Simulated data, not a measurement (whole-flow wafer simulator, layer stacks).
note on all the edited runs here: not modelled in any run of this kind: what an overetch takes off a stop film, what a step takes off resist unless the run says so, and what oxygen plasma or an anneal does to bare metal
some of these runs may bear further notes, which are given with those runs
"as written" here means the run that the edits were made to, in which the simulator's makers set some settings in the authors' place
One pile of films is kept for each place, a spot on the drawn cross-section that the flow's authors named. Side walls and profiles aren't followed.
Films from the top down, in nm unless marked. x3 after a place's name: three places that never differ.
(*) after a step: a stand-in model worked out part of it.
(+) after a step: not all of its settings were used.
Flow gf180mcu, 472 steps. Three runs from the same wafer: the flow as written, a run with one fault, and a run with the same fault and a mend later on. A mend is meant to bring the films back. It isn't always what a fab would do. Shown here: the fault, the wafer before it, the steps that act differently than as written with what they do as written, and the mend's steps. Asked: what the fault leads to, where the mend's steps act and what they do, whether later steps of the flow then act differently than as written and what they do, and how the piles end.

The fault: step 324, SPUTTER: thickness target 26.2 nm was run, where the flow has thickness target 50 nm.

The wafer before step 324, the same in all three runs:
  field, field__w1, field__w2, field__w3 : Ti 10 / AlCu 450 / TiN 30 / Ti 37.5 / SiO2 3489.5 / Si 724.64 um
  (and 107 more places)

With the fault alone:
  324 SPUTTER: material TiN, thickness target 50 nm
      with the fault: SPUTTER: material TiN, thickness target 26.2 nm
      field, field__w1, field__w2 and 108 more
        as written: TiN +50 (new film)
        with the fault: TiN +26.2 (new film)
  Later steps of the flow that act differently than as written (2 more steps differ only slightly, by at most 2% or 0.5 nm, whichever is larger, and aren't shown):
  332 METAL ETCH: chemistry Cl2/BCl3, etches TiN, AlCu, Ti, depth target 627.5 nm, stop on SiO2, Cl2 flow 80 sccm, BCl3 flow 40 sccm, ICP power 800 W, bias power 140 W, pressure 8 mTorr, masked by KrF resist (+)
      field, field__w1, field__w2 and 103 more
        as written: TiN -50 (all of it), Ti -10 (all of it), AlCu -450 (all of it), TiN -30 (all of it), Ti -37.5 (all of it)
        with the fault: TiN -26.2 (all of it), Ti -10 (all of it), AlCu -450 (all of it), TiN -30 (all of it), Ti -37.5 (all of it)
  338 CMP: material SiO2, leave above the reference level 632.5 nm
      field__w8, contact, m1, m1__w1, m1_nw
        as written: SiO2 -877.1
        with the fault: SiO2 -853.3
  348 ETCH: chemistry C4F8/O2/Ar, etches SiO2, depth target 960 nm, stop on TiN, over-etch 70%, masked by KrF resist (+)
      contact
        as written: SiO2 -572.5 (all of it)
        with the fault: SiO2 -596.3 (all of it)
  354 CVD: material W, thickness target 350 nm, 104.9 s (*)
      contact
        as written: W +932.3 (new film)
        with the fault: W +956.3 (new film)
  At the end the piles differ from the flow's by more than 2% or 0.5 nm, whichever is larger, at field__w8, contact, m1, m1__w1, m1_nw.
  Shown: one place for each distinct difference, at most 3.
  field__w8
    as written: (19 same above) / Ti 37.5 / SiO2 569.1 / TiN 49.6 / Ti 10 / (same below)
    with the fault: (19 same above) / Ti 37.5 / SiO2 592.9 / TiN 25.8 / Ti 10 / (same below)
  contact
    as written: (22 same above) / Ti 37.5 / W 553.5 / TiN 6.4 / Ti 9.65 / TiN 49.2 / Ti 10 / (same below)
    with the fault: (22 same above) / Ti 37.5 / W 577.5 / TiN 6.31 / Ti 9.52 / TiN 25.4 / Ti 10 / (same below)

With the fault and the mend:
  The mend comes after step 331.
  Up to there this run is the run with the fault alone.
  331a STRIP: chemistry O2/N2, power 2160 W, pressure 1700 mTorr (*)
      field__w8, contact, m1, m1__w1, m1_nw
        KrF resist -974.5 (all of it)
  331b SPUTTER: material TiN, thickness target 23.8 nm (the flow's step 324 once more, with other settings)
      field, field__w1, field__w2 and 108 more
        TiN +23.8
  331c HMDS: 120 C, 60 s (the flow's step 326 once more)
      changes no film at any place that is followed
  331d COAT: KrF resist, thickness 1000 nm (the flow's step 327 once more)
      field, field__w1, field__w2 and 108 more
        KrF resist +1000 (new film)
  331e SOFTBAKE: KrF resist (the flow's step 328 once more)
      changes no film at any place that is followed
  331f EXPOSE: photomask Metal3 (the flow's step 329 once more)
      changes no film at any place that is followed
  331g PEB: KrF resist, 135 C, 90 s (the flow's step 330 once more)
      field, field__w1, field__w2 and 108 more
        KrF resist -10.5
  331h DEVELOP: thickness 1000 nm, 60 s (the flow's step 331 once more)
      field, field__w1, field__w2 and 103 more
        KrF resist -989.5 (all of it)
      field__w8, contact, m1, m1__w1, m1_nw
        KrF resist -14.9
  No later step of the flow acts differently than as written at any place that is followed.
  At the end the piles are the same as the flow's at every place that both follow.
